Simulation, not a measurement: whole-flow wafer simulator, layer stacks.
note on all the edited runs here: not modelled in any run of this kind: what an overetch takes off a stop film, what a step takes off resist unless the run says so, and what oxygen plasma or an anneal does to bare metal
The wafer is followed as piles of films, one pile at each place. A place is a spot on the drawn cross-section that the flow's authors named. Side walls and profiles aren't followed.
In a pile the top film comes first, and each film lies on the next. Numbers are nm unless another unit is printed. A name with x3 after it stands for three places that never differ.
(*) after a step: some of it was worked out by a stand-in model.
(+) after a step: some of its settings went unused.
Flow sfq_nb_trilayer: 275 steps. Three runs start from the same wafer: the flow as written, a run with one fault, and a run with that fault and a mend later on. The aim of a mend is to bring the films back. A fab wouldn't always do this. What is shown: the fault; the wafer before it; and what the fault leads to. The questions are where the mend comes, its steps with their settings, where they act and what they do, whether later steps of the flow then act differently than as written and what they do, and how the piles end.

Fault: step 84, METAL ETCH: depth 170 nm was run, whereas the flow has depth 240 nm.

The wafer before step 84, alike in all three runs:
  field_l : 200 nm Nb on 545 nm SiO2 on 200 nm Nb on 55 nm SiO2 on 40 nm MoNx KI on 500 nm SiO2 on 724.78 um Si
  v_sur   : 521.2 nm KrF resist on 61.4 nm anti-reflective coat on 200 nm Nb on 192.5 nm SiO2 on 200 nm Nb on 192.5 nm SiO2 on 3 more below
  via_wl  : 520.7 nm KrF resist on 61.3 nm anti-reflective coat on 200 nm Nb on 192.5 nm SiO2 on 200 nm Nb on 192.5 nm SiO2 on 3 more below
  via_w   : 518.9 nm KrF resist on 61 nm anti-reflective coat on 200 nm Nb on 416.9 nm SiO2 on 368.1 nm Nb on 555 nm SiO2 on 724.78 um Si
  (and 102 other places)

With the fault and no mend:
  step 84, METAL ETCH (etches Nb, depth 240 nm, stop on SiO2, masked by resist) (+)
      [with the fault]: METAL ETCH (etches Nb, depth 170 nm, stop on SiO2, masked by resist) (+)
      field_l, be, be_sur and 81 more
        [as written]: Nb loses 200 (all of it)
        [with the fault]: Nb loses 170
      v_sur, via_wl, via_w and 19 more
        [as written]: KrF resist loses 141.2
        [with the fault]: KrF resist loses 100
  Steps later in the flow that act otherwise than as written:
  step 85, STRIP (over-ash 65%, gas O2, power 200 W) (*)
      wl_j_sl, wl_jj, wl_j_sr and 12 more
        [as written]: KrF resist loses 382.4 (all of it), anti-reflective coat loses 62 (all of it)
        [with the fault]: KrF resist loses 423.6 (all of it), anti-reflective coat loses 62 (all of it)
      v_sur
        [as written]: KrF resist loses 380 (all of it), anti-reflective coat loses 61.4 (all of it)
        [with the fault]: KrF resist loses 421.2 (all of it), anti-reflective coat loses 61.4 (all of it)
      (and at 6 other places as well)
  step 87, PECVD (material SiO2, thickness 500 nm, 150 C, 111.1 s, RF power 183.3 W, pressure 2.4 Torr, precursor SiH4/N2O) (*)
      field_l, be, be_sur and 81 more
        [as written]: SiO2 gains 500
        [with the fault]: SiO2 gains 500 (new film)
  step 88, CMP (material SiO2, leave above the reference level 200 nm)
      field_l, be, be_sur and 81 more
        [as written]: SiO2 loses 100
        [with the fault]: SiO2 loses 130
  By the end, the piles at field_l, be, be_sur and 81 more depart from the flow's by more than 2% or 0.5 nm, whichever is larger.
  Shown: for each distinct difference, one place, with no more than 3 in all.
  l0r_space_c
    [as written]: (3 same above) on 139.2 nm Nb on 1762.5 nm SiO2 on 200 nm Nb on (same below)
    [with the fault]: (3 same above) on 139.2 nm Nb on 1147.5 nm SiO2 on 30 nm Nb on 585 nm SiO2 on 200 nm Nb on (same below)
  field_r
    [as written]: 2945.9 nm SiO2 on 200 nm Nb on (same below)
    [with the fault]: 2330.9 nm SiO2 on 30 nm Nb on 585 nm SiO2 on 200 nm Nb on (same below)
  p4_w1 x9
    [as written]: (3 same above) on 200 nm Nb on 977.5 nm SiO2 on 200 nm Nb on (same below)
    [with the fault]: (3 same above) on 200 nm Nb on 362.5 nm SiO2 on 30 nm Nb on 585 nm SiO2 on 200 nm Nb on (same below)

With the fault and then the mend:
  The mend follows step 84.
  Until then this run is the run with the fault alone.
  step 84a, METAL ETCH (etches Nb, depth 70 nm, stop on SiO2, masked by resist) (+) (a further turn of the flow's step 84, with different settings)
      field_l, be, be_sur and 81 more
        Nb loses 30 (all of it)
      v_sur, via_wl, via_w and 19 more
        KrF resist loses 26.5
  Steps later in the flow that act otherwise than as written:
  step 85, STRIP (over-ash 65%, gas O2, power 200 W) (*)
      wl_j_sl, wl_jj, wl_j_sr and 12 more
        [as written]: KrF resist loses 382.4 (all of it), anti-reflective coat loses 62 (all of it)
        [with the mend]: KrF resist loses 397.1 (all of it), anti-reflective coat loses 62 (all of it)
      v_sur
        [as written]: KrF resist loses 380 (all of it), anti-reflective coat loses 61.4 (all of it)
        [with the mend]: KrF resist loses 394.7 (all of it), anti-reflective coat loses 61.4 (all of it)
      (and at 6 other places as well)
  At every place that both follow, the piles at the end match the flow's.
